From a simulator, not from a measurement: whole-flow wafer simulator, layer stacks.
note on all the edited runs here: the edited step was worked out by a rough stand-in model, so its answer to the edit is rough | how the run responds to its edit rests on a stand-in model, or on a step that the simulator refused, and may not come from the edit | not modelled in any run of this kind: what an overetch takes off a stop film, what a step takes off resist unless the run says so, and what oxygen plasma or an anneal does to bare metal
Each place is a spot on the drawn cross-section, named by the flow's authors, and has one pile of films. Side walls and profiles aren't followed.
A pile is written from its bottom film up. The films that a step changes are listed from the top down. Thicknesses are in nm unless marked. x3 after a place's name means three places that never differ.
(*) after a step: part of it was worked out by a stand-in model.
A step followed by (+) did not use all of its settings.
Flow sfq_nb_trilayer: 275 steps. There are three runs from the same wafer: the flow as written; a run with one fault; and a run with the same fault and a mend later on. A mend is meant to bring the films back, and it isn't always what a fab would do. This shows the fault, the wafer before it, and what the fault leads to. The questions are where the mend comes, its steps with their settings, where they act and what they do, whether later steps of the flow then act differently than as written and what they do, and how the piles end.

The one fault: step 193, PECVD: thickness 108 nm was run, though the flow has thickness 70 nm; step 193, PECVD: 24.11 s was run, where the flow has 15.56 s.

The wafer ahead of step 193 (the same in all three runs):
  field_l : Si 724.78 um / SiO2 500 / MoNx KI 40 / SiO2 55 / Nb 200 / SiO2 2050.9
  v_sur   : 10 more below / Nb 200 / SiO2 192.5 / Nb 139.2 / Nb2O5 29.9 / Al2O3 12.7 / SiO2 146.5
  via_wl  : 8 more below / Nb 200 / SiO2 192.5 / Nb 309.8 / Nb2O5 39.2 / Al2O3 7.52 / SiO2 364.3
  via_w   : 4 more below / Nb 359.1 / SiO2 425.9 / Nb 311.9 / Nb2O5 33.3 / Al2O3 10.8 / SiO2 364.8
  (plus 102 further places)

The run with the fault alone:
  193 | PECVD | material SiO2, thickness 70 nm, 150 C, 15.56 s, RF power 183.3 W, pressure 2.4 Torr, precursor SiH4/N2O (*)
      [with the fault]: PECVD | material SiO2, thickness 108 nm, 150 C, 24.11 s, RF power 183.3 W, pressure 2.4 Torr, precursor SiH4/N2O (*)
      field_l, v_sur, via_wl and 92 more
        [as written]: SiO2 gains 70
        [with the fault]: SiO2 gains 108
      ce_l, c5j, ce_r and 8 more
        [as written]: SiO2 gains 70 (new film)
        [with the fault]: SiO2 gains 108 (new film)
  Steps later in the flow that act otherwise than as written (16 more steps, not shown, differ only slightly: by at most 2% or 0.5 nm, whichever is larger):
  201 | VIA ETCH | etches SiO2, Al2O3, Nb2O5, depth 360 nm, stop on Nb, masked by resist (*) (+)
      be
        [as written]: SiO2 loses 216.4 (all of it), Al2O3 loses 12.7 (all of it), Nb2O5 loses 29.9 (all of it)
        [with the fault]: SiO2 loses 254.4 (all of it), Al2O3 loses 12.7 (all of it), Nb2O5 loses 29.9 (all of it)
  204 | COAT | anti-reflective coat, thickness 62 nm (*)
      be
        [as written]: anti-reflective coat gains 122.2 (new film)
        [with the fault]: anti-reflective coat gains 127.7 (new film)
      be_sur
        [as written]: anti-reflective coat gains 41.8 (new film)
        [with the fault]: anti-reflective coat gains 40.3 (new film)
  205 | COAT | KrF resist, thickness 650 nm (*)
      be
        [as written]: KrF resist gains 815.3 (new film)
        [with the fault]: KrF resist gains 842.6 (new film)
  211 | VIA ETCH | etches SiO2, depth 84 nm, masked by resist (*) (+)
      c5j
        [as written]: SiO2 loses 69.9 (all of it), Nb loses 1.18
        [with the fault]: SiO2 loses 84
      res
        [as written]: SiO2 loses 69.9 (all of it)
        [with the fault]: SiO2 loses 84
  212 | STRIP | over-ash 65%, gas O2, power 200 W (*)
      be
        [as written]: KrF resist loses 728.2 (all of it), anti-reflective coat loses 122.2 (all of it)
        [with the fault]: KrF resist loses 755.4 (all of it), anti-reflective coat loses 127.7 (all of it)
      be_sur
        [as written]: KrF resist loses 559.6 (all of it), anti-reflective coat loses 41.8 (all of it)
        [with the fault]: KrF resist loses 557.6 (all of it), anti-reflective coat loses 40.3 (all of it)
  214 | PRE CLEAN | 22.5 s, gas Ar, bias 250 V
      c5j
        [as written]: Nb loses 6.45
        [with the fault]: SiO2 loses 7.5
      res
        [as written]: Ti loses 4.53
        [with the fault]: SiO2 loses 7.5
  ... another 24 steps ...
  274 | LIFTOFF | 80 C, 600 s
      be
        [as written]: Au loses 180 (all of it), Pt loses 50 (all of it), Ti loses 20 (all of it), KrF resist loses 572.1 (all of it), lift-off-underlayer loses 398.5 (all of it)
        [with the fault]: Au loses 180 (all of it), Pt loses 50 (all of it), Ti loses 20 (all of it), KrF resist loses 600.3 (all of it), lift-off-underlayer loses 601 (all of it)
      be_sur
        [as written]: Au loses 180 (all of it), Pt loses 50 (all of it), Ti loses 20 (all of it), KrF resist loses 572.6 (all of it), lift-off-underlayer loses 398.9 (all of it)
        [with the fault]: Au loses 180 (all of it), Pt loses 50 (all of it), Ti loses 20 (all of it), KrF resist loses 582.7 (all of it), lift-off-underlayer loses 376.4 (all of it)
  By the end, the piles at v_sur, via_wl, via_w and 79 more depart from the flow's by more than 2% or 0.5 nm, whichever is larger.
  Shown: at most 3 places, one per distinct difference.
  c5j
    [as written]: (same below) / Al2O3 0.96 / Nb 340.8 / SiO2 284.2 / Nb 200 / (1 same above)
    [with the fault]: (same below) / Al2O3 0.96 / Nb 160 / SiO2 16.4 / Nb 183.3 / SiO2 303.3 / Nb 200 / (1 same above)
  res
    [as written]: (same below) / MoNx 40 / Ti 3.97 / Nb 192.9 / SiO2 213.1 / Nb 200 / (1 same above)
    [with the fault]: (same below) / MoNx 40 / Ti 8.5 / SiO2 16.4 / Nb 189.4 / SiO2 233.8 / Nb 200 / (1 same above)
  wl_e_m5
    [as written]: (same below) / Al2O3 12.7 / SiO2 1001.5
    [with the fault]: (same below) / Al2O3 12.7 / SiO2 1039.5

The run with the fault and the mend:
  After step 199 comes the mend.
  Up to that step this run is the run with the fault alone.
  199a | STRIP | over-ash 65%, gas O2, power 200 W (*)
      p4_fl x3, p4_w1 x9, p4_g1 x2 and 33 more
        KrF resist loses 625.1 (all of it), anti-reflective coat loses 62 (all of it)
      wl_b_m5, wl_b_sr, wl_c_sl and 12 more
        KrF resist loses 625 (all of it), anti-reflective coat loses 62 (all of it)
      field_l, v_sur, via_wl, via_w
        KrF resist loses 625.7 (all of it), anti-reflective coat loses 62.2 (all of it)
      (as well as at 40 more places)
  199b | VIA ETCH | etches SiO2, depth 38 nm
      field_l, v_sur, via_wl and 103 more
        SiO2 loses 38
  199c | COAT | anti-reflective coat, thickness 62 nm (*) (the flow's step 194, run once more)
      p4_fl x3, p4_w1 x9, p4_g1 x2 and 50 more
        anti-reflective coat gains 62 (new film)
      via_wr, via_sp, via_v, wire, lsp_r, l0_sur, l0v
        anti-reflective coat gains 62.3 (new film)
      be, be_sur, gap, lsp_m, ln_m6
        anti-reflective coat gains 62.4 (new film)
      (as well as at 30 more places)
  199d | COAT | KrF resist, thickness 650 nm (*) (the flow's step 195, run once more)
      p4_fl x3, p4_w1 x9, p4_g1 x2 and 33 more
        KrF resist gains 650 (new film)
      wl_b_m5, wl_b_sr, wl_c_sl and 12 more
        KrF resist gains 649.9 (new film)
      field_l, v_sur, via_wl, via_w
        KrF resist gains 650.6 (new film)
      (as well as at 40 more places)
  199e | SOFTBAKE | KrF resist (the flow's step 196, run once more)
      does not change any film at any place that is followed
  199f | EXPOSE | photomask I5, dose 12.41 mJ/cm2, NA 0.6, wavelength 248 nm (*) (the flow's step 197, run once more)
      does not change any film at any place that is followed
  199g | PEB | KrF resist, 90 s (the flow's step 198, run once more)
      field_l, v_sur, via_wl and 87 more
        KrF resist loses 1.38
      jj_sur, ce_l, sp_r, moat, field_r, wl_jj
        KrF resist loses 1.39
      be_r, r_sur, res, r_end
        KrF resist loses 1.33
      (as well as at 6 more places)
  199h | DEVELOP | KrF resist, thickness 650 nm, 60 s (the flow's step 199, run once more)
      field_l, v_sur, via_wl and 102 more
        KrF resist loses 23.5
      be
        KrF resist loses 649.8 (all of it)
  None of the later steps of the flow differs from how it acts as written, at any place that is followed, by more than 2% or 0.5 nm, whichever is larger.
  The piles end the same as the flow's at every place that both follow.
